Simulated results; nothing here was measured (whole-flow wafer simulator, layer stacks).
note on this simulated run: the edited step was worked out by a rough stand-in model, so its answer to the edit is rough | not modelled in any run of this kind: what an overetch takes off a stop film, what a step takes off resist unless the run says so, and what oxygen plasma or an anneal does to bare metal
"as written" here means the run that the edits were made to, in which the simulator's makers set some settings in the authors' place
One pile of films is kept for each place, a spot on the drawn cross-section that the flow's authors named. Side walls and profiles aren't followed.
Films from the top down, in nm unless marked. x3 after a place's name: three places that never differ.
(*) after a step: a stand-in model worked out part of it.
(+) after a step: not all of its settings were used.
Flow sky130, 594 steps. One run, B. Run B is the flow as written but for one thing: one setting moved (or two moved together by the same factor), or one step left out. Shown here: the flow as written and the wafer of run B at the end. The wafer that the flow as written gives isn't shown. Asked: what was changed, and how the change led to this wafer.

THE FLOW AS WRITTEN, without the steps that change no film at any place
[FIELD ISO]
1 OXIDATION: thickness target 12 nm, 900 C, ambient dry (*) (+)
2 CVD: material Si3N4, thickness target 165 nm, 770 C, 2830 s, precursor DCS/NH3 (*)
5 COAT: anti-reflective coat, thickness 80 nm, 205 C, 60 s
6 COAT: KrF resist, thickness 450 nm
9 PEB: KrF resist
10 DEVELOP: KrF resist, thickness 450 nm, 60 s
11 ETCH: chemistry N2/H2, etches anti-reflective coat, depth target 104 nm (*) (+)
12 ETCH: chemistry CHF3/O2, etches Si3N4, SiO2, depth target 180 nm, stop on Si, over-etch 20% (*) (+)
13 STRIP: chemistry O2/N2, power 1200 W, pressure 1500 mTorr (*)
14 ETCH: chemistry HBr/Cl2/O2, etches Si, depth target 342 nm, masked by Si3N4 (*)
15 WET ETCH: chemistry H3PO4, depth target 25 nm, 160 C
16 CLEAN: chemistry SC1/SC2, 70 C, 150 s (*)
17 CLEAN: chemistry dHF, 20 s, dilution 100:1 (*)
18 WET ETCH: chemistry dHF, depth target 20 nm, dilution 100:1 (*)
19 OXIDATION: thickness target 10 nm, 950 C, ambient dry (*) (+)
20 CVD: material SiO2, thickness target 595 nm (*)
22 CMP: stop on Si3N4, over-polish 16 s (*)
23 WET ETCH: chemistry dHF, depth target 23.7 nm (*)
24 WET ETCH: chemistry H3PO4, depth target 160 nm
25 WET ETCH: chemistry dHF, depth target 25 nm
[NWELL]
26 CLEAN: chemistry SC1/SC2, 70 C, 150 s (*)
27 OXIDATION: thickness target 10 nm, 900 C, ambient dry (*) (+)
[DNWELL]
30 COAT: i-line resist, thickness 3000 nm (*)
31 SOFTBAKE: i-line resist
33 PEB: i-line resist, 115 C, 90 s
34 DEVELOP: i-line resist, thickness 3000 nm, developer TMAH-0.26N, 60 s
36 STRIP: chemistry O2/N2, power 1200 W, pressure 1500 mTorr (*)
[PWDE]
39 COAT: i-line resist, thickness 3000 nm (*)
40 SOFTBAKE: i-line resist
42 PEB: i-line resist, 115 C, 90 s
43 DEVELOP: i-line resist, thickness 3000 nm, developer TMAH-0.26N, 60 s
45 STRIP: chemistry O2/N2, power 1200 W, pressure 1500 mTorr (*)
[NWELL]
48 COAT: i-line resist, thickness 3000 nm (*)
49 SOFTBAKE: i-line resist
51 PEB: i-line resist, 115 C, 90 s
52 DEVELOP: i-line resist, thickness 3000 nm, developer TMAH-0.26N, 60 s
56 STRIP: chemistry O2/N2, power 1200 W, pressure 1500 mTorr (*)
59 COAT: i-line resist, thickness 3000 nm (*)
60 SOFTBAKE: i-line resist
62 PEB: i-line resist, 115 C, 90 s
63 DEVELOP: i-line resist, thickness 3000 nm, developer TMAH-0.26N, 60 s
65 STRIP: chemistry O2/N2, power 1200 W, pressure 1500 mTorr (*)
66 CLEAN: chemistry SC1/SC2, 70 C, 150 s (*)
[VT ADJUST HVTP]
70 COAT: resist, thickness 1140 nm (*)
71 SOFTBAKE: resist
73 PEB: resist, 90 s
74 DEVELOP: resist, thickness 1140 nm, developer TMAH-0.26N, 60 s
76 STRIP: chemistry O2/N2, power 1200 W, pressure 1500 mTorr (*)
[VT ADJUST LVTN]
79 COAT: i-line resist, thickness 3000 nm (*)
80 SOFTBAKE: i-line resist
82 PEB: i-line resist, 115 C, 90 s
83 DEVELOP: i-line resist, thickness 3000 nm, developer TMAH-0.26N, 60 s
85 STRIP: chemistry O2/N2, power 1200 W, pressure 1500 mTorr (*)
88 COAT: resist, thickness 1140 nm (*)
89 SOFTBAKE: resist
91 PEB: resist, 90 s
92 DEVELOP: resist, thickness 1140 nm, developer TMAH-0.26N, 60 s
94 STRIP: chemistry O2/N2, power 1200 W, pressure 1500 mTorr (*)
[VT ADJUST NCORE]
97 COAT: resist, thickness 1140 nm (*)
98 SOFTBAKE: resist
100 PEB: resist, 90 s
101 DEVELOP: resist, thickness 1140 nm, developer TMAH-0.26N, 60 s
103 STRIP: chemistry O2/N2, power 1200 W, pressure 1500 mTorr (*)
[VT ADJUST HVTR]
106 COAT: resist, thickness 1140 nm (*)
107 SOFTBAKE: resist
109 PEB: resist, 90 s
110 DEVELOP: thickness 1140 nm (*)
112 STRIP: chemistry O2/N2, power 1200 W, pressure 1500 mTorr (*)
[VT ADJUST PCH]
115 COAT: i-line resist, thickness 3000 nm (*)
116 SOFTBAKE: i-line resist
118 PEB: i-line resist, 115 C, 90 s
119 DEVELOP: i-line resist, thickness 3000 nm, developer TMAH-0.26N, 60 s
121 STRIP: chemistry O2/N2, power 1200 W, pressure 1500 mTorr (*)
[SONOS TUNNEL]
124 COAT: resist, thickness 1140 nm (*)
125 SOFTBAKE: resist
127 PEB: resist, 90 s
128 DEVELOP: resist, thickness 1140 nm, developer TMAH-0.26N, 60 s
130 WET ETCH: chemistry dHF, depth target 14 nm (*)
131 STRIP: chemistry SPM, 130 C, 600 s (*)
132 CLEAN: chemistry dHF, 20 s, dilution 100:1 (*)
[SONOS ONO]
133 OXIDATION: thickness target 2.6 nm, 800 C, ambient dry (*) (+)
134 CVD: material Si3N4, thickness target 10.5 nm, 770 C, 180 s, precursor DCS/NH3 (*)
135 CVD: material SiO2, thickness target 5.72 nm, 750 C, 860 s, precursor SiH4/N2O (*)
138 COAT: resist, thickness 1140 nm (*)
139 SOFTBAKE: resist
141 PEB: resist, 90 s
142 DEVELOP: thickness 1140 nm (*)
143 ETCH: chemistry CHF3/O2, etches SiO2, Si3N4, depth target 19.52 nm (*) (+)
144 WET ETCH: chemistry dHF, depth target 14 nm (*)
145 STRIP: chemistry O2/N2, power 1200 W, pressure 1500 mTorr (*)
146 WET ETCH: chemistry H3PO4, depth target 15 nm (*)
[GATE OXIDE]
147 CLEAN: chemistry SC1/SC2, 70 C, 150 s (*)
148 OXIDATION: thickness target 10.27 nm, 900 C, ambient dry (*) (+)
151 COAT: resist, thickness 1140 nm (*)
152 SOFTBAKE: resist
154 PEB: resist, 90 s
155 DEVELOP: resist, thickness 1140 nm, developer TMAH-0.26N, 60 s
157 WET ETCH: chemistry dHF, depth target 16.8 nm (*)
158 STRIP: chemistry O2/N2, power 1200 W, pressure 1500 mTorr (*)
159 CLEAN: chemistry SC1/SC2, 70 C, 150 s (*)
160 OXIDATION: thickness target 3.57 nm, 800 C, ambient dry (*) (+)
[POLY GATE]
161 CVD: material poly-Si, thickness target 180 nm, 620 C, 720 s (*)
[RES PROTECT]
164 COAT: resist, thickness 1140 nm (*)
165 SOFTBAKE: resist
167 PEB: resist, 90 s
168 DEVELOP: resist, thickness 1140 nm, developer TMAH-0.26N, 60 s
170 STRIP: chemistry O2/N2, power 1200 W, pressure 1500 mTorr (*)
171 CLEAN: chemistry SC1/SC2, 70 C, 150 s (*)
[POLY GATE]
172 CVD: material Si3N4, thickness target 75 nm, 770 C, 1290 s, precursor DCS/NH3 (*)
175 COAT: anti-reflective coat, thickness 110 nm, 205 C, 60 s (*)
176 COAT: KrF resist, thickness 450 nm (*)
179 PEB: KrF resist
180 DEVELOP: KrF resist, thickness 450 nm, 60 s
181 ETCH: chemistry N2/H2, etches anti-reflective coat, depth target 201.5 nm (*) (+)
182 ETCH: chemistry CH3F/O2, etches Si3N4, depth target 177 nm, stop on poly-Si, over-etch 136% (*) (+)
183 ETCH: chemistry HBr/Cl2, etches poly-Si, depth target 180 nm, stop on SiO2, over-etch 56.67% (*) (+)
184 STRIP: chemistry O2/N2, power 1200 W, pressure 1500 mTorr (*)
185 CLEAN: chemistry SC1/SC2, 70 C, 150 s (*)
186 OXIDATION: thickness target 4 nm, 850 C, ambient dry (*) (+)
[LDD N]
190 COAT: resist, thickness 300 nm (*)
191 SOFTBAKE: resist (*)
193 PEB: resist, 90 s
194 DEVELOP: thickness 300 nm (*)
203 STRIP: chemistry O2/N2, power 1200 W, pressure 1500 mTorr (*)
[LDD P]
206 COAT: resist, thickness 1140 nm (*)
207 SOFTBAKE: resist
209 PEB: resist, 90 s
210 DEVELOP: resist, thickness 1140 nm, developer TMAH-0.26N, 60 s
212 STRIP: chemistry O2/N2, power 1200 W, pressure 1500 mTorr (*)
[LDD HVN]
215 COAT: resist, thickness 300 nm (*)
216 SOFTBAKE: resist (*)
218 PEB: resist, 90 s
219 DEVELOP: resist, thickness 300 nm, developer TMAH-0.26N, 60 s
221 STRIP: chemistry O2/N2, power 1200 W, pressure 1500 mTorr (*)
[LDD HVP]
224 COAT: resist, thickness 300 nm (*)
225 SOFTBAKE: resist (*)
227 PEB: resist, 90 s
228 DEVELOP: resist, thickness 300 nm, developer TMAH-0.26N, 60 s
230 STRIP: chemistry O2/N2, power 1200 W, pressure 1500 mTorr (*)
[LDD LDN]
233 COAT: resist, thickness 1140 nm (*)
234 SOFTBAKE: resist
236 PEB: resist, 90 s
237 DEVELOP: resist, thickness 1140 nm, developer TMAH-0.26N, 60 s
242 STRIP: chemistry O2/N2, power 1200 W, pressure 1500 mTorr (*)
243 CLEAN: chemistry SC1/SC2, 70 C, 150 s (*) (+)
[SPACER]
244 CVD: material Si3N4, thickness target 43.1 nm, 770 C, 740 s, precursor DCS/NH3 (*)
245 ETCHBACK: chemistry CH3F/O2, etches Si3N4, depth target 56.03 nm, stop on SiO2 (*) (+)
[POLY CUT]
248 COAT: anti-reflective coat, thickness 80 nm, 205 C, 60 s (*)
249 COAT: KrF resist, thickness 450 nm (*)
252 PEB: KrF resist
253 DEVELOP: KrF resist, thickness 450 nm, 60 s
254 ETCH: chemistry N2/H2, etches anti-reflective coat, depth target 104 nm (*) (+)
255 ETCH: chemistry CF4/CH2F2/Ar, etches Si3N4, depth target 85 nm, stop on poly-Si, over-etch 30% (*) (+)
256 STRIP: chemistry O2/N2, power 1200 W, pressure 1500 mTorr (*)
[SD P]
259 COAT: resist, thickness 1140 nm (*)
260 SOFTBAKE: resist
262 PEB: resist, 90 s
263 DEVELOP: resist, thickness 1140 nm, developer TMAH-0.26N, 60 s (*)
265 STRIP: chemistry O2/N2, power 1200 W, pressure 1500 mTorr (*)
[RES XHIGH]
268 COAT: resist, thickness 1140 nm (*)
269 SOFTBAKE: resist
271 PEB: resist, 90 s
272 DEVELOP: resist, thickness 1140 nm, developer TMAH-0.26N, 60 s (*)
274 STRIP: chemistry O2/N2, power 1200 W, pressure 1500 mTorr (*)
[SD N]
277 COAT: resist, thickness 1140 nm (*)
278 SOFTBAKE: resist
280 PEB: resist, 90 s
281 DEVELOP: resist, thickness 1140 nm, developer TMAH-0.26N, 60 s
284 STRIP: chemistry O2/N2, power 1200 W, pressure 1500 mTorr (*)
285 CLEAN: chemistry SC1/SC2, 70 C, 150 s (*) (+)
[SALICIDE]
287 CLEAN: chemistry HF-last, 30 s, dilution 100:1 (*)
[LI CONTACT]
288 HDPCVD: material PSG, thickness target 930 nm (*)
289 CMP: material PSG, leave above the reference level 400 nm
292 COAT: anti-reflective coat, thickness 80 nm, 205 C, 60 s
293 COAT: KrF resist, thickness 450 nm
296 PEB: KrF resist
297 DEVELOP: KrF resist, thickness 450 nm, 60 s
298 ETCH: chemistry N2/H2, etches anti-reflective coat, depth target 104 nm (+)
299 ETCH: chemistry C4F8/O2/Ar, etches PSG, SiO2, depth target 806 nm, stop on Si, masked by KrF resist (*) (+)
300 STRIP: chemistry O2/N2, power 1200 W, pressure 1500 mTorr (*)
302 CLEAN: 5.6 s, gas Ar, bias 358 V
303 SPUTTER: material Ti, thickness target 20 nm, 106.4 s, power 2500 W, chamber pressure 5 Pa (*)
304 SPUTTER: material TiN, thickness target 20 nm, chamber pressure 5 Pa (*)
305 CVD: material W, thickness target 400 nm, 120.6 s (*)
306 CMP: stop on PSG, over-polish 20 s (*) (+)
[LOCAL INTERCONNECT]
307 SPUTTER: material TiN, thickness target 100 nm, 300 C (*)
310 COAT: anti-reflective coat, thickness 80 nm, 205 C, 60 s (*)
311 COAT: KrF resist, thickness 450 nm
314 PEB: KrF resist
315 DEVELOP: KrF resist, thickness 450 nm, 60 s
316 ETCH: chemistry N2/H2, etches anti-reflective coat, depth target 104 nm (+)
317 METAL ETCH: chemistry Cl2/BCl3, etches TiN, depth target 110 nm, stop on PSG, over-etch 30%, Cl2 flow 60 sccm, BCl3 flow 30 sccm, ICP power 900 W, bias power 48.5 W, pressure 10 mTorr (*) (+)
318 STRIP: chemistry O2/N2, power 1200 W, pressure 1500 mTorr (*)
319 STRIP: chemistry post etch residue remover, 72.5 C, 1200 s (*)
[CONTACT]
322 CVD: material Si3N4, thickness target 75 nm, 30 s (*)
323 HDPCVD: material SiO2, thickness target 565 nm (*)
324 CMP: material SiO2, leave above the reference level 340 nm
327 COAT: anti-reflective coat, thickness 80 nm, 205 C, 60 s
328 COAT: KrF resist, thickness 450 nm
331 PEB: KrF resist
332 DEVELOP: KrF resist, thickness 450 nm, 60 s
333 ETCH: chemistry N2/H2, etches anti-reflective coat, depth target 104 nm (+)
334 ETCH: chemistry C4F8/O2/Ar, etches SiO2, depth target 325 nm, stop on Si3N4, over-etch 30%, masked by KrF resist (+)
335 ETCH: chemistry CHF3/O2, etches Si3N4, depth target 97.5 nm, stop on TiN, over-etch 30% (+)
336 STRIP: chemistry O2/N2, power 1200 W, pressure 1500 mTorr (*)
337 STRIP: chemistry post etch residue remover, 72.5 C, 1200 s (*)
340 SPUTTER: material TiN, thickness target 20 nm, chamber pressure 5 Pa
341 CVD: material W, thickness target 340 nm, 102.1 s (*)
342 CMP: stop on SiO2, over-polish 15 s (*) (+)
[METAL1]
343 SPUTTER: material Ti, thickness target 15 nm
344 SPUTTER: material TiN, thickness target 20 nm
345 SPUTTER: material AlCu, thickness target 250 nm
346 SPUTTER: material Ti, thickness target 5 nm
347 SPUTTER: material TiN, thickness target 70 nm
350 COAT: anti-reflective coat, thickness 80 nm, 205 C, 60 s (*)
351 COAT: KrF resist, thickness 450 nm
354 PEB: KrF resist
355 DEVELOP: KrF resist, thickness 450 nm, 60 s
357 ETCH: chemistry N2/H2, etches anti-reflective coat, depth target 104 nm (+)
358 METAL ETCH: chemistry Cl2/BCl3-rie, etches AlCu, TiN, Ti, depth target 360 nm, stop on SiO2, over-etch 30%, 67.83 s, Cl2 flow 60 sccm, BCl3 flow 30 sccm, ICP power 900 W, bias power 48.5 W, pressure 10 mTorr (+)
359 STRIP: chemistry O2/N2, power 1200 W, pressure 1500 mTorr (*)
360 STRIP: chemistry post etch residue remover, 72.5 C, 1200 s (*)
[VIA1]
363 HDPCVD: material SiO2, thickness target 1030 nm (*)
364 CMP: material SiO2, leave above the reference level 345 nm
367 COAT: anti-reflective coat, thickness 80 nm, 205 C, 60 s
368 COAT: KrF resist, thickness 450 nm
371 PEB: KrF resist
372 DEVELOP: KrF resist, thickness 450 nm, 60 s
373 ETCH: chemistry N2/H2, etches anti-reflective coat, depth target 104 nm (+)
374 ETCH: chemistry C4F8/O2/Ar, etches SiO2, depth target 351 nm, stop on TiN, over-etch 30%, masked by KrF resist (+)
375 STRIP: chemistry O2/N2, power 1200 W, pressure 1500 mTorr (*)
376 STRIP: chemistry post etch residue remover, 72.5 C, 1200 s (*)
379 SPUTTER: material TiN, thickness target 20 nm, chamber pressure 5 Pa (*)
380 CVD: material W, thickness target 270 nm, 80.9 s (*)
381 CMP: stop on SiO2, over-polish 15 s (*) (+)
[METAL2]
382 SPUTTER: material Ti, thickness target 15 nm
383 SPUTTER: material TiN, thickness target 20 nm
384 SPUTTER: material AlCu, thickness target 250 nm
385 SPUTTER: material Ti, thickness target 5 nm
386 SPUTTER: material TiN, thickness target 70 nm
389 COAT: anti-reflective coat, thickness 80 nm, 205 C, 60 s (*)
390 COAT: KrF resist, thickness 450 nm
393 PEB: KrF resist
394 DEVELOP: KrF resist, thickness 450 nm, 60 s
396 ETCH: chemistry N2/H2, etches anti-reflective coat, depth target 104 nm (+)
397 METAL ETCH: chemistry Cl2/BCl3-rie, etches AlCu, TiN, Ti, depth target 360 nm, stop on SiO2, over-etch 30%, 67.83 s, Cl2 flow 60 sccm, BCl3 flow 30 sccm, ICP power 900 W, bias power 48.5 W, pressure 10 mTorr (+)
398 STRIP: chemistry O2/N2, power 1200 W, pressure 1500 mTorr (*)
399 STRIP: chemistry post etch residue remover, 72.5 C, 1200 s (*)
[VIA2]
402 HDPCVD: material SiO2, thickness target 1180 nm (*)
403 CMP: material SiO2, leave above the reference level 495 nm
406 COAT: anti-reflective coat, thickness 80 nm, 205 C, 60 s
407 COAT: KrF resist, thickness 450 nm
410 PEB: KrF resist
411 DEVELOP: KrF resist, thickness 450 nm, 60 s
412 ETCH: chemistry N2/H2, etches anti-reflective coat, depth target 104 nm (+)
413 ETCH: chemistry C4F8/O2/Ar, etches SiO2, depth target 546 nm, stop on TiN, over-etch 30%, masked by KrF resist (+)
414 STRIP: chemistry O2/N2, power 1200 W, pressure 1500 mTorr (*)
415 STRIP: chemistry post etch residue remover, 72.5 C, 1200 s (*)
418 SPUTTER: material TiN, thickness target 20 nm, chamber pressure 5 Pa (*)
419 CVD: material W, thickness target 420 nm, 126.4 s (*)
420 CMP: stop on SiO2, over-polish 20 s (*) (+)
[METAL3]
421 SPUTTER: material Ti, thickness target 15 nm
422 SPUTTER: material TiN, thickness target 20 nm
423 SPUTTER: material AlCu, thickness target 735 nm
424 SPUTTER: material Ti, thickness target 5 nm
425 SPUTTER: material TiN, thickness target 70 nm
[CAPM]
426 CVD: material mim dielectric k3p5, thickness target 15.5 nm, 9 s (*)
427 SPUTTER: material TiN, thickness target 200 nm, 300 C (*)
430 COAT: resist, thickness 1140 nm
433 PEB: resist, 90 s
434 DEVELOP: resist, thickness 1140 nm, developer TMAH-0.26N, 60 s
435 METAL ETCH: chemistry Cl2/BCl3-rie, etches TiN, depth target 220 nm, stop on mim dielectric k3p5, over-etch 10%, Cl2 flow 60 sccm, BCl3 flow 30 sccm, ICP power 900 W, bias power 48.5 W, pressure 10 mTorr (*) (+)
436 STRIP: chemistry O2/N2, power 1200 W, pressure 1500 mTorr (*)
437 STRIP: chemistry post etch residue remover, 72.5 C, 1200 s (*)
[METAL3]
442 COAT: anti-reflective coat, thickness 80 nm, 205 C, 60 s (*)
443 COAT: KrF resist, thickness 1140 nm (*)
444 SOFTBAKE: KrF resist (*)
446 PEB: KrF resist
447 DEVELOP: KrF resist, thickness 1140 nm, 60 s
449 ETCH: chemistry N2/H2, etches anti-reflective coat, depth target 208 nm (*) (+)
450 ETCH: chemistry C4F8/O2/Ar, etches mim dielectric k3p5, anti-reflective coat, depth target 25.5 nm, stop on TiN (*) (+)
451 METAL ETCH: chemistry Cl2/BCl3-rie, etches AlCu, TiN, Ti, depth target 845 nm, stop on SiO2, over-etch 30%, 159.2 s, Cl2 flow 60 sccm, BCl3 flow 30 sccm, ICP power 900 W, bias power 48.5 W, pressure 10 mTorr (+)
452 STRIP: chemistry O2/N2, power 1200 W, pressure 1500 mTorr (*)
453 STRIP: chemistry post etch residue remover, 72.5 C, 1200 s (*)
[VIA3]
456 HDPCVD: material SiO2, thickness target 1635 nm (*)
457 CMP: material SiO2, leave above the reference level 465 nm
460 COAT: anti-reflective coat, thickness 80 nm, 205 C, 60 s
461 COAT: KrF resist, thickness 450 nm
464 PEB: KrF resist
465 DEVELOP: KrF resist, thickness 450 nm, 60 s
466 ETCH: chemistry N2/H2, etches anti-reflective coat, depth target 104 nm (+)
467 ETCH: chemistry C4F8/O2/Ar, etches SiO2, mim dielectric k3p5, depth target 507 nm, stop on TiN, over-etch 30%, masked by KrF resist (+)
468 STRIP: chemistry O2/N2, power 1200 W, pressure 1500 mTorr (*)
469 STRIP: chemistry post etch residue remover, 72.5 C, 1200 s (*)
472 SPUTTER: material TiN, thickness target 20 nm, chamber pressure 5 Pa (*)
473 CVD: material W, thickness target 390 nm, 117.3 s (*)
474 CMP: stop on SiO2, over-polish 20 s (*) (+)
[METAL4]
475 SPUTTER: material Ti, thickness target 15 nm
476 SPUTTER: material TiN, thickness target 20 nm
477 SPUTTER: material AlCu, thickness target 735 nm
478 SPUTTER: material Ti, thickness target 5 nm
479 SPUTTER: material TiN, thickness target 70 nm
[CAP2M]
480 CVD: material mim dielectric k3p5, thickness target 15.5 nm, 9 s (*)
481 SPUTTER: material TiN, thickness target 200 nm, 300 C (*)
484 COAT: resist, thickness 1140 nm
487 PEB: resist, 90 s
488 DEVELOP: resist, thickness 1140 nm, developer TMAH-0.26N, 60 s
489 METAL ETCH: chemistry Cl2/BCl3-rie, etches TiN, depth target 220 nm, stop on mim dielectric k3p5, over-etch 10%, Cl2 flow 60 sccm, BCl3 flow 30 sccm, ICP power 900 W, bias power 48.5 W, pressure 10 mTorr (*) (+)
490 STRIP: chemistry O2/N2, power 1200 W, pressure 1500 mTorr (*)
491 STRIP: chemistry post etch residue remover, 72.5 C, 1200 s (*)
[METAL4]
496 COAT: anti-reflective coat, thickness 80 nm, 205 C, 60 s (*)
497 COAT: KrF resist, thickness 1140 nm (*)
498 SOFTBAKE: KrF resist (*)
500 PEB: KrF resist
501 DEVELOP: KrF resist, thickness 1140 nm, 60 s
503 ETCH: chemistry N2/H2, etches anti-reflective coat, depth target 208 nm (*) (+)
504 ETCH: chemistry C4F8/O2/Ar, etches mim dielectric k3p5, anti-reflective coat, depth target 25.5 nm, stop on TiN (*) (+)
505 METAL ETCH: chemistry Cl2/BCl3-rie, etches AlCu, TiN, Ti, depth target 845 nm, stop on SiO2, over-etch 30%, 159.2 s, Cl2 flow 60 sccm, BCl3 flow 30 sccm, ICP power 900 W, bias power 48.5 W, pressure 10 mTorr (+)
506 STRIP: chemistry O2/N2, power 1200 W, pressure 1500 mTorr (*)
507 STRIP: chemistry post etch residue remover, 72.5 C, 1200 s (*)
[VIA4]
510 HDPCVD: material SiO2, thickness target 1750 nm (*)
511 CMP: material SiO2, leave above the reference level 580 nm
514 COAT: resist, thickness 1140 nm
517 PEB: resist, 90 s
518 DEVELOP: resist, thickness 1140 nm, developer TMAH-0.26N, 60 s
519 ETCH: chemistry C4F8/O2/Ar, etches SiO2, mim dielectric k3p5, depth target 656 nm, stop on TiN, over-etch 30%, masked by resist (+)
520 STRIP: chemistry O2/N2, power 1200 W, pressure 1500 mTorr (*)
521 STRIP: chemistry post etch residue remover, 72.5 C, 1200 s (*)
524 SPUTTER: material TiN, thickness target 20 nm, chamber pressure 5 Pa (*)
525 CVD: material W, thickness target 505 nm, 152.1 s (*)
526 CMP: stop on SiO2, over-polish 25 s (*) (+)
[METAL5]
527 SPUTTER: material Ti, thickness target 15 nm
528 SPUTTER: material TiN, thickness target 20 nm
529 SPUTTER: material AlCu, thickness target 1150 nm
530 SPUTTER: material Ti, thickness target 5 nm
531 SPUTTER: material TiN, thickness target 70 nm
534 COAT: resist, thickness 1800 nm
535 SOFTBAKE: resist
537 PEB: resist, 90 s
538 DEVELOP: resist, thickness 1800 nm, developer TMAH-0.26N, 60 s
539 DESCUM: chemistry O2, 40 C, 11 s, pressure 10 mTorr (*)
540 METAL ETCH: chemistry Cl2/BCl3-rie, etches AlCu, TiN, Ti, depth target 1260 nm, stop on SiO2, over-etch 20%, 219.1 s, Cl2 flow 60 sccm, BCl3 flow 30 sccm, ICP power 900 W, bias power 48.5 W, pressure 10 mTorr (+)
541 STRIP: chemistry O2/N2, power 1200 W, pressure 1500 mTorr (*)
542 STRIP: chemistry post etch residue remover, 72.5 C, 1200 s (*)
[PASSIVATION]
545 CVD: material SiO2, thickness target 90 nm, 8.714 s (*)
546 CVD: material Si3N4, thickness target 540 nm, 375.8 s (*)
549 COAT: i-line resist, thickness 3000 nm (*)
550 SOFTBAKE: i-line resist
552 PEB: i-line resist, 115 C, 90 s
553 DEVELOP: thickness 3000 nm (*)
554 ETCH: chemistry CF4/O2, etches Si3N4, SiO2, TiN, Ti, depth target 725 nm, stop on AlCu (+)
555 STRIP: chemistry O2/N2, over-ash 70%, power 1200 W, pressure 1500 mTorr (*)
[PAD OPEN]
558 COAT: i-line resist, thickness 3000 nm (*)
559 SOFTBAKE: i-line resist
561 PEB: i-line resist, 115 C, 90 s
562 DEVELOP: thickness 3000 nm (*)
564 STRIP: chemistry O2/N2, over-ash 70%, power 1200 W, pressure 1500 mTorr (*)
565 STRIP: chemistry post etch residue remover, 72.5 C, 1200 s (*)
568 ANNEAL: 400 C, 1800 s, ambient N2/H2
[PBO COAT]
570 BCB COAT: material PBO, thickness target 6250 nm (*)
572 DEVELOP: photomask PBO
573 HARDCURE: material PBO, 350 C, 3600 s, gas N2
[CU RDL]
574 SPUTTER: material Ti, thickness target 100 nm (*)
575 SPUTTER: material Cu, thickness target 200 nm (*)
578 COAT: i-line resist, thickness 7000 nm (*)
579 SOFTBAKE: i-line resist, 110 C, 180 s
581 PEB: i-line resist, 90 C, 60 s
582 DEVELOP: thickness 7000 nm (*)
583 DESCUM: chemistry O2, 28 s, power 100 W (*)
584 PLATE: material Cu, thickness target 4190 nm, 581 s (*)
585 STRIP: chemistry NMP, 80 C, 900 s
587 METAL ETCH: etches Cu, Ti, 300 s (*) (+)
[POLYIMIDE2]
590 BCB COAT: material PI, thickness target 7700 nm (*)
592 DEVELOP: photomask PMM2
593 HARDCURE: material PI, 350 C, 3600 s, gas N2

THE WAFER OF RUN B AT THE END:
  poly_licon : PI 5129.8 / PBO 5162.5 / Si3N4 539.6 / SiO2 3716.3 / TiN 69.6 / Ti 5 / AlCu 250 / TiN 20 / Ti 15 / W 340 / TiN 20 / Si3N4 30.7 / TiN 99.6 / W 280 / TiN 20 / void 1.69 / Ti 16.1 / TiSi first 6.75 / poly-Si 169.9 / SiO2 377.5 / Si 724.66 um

The cause: step 305, CVD: thickness target 280 nm was run, where the flow has thickness target 400 nm.

How the change led to this, step by step:
  305 CVD: material W, thickness target 400 nm, 120.6 s (*)
      field, active, n_well and 185 more: W +280 (new film) (as written it would be: W +400 (new film))
      ndiff_licon: W +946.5 (new film) (as written it would be: W +1066.5 (new film))
      (and at 2 more places)
  306 CMP: stop on PSG, over-polish 20 s (*) (+)
      poly_licon: nothing (as written it would be: W -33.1)
      field, active, n_well and 184 more: W -280 (all of it), TiN -20 (all of it), Ti -20 (all of it), PSG -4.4 (as written it would be: W -400 (all of it), TiN -20 (all of it), Ti -20 (all of it), PSG -4.4)
      (and at 3 more places)
  310 COAT: anti-reflective coat, thickness 80 nm, 205 C, 60 s (*)
      poly_licon: anti-reflective coat +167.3 (new film) (as written it would be: anti-reflective coat +80.4 (new film))
  318 STRIP: chemistry O2/N2, power 1200 W, pressure 1500 mTorr (*)
      poly_licon: KrF resist -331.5 (all of it), anti-reflective coat -167.3 (all of it) (as written it would be: KrF resist -331.5 (all of it), anti-reflective coat -80.4 (all of it))
  324 CMP: material SiO2, leave above the reference level 340 nm
      poly_licon: SiO2 -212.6 (as written it would be: SiO2 -299.5)
  334 ETCH: chemistry C4F8/O2/Ar, etches SiO2, depth target 325 nm, stop on Si3N4, over-etch 30%, masked by KrF resist (+)
      poly_licon: SiO2 -325 (as written it would be: SiO2 -264.9 (all of it))
  335 ETCH: chemistry CHF3/O2, etches Si3N4, depth target 97.5 nm, stop on TiN, over-etch 30% (+)
      poly_licon: SiO2 -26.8 (all of it), Si3N4 -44 (as written it would be: Si3N4 -75 (all of it))
  340 SPUTTER: material TiN, thickness target 20 nm, chamber pressure 5 Pa
      poly_licon: TiN +20 (new film) (as written it would be: TiN +20)
  342 CMP: stop on SiO2, over-polish 15 s (*) (+)
      poly_licon: nothing (as written it would be: W -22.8)
  350 COAT: anti-reflective coat, thickness 80 nm, 205 C, 60 s (*)
      poly_licon: anti-reflective coat +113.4 (new film) (as written it would be: anti-reflective coat +80.4 (new film))
  359 STRIP: chemistry O2/N2, power 1200 W, pressure 1500 mTorr (*)
      poly_licon: KrF resist -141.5 (all of it), anti-reflective coat -113.4 (all of it) (as written it would be: KrF resist -141.5 (all of it), anti-reflective coat -80.4 (all of it))
  364 CMP: material SiO2, leave above the reference level 345 nm
      poly_licon: SiO2 -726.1 (as written it would be: SiO2 -759)
Counting metal films that touch as one body, poly_licon has 3 bodies (between them, from the top down: Si3N4 30.7; void 1.69); the flow as written gives 2 bodies (between them, from the top down: void 1.69).
